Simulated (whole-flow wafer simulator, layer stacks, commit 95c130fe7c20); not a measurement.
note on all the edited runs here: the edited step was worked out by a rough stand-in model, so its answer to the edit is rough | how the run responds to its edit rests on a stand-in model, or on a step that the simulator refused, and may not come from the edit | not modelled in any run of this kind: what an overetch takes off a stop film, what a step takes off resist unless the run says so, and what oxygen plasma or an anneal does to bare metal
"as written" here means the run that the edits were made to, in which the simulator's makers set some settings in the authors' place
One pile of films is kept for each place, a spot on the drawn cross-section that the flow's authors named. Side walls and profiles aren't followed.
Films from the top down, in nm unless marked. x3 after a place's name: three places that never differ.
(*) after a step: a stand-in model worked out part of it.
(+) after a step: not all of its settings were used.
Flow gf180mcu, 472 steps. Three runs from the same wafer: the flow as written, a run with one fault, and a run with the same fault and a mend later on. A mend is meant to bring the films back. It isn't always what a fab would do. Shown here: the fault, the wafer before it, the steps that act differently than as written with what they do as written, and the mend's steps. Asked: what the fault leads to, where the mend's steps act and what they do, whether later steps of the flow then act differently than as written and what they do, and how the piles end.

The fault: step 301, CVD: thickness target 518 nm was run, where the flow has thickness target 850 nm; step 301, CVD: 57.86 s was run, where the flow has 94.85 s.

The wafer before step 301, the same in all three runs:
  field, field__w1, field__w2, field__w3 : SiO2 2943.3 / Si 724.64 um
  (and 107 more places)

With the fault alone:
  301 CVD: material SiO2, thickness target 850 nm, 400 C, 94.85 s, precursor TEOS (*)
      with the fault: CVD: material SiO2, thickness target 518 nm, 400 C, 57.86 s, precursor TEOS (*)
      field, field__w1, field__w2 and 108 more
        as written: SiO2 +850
        with the fault: SiO2 +525.6
  Later steps of the flow that act differently than as written (7 more steps differ only slightly, by at most 2% or 0.5 nm, whichever is larger, and aren't shown):
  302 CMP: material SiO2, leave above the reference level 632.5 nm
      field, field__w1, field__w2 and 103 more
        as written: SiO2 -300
        with the fault: nothing
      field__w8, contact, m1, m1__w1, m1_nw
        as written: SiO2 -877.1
        with the fault: SiO2 -552.7
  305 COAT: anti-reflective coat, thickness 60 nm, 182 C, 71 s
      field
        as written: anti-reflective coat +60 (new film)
        with the fault: anti-reflective coat +69.5 (new film)
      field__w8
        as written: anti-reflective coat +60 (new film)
        with the fault: anti-reflective coat +46 (new film)
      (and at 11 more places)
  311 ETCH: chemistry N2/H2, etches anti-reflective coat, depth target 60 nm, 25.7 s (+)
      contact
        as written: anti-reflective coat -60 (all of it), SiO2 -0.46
        with the fault: anti-reflective coat -45.9 (all of it), SiO2 -0.82
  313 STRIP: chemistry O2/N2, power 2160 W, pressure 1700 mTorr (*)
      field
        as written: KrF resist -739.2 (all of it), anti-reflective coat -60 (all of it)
        with the fault: KrF resist -734.2 (all of it), anti-reflective coat -69.5 (all of it)
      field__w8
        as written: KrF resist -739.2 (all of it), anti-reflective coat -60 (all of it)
        with the fault: KrF resist -736.9 (all of it), anti-reflective coat -46 (all of it)
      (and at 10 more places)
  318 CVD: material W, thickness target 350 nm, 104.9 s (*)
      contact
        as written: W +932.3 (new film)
        with the fault: W +907.7 (new film)
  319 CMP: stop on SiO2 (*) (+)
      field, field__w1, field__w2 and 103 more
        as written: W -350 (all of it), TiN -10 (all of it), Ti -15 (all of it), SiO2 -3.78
        with the fault: W -350 (all of it), TiN -10 (all of it), Ti -10.6
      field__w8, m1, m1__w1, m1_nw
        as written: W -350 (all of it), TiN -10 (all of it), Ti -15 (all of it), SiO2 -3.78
        with the fault: W -350 (all of it), TiN -10 (all of it), Ti -15 (all of it), SiO2 -20
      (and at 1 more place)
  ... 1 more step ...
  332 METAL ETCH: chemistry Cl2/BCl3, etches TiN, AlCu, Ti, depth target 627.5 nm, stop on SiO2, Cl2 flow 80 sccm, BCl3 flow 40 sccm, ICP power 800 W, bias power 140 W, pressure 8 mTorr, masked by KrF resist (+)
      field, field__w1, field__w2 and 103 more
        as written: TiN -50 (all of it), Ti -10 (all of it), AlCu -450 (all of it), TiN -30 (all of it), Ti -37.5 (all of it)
        with the fault: TiN -50 (all of it), Ti -10 (all of it), AlCu -450 (all of it), TiN -30 (all of it), Ti -41.9 (all of it)
  At the end the piles differ from the flow's by more than 2% or 0.5 nm, whichever is larger, at field__w8, contact, m1, m1__w1, m1_nw.
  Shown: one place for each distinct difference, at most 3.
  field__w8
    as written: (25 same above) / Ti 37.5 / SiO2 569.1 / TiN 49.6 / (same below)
    with the fault: (25 same above) / Ti 37.5 / SiO2 552.9 / TiN 49.6 / (same below)
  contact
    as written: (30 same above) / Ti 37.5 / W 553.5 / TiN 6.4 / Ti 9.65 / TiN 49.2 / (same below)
    with the fault: (30 same above) / Ti 37.5 / W 537.1 / TiN 6.5 / Ti 9.79 / TiN 49.2 / (same below)

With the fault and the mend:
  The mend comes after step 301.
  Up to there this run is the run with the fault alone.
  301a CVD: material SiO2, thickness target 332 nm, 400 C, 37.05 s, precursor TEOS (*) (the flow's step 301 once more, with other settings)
      field, field__w1, field__w2 and 108 more
        SiO2 +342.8
  Later steps of the flow that act differently than as written:
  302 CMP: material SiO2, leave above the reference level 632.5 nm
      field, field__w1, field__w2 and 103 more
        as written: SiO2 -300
        with the mend: SiO2 -318.4
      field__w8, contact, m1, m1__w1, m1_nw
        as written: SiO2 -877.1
        with the mend: SiO2 -895.5
  At the end the piles are the same as the flow's at every place that both follow.
